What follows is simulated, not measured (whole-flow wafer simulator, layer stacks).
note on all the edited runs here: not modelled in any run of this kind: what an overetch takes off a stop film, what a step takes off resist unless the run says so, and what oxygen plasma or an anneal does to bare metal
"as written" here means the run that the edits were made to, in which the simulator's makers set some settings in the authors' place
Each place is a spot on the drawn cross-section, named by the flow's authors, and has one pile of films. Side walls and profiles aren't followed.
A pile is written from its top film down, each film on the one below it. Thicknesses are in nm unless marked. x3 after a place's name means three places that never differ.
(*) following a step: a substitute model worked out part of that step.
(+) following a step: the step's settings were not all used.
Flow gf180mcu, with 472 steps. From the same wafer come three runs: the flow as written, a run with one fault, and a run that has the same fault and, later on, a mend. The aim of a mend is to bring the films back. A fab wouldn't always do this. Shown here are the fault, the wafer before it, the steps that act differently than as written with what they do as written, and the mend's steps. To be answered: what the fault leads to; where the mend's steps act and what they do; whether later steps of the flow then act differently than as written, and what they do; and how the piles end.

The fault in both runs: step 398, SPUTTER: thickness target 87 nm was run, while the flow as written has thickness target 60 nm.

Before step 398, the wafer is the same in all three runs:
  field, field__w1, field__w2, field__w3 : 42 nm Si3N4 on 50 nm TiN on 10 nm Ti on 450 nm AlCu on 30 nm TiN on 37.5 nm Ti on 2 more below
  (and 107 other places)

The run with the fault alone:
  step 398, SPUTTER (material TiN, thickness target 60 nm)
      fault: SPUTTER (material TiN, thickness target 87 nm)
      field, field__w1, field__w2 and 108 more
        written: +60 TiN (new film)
        fault: +87 TiN (new film)
  Steps later in the flow that act otherwise than as written (4 more steps, not shown, differ only slightly: by at most 2% or 0.5 nm, whichever is larger):
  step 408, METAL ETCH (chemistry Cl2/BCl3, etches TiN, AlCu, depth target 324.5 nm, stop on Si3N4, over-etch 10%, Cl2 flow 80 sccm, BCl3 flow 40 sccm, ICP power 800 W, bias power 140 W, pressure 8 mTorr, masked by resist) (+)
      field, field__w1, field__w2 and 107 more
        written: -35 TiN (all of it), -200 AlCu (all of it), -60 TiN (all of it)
        fault: -35 TiN (all of it), -200 AlCu (all of it), -87 TiN (all of it)
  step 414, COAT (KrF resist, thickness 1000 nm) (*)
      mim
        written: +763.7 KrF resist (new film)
        fault: +743.3 KrF resist (new film)
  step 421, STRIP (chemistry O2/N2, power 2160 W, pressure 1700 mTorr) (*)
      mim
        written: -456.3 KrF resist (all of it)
        fault: -436.2 KrF resist (all of it)
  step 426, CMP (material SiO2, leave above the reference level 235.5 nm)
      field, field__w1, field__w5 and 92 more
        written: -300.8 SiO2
        fault: -273.8 SiO2
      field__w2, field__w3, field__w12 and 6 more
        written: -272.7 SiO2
        fault: -245.7 SiO2
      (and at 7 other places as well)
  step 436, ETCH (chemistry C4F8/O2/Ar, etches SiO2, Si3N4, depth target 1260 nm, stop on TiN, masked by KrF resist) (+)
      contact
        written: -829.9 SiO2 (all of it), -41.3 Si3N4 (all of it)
        fault: -856.9 SiO2 (all of it), -41.3 Si3N4 (all of it)
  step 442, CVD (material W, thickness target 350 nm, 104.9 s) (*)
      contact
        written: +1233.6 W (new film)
        fault: +1260.8 W (new film)
  By the end, the piles at field__w8, contact, m1, m1__w1, mim, m1_nw depart from the flow's by more than 2% or 0.5 nm, whichever is larger.
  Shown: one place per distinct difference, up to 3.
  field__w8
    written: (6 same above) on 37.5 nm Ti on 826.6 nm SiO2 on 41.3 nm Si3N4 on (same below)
    fault: (6 same above) on 37.5 nm Ti on 853.6 nm SiO2 on 41.3 nm Si3N4 on (same below)
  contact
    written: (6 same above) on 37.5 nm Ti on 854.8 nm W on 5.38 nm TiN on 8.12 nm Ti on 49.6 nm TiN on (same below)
    fault: (6 same above) on 37.5 nm Ti on 882 nm W on 5.3 nm TiN on 8 nm Ti on 49.6 nm TiN on (same below)
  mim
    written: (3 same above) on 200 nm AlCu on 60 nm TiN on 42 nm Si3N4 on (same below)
    fault: (3 same above) on 200 nm AlCu on 87 nm TiN on 42 nm Si3N4 on (same below)

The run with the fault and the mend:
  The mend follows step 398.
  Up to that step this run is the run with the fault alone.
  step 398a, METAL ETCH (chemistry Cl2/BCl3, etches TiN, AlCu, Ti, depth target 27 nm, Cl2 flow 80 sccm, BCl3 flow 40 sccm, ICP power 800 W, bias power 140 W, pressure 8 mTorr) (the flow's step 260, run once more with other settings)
      field, field__w1, field__w2 and 108 more
        -27 TiN
  Every later step of the flow that is run acts as written at every place that is followed.
  By the end, the piles equal the flow's at every place that both follow.
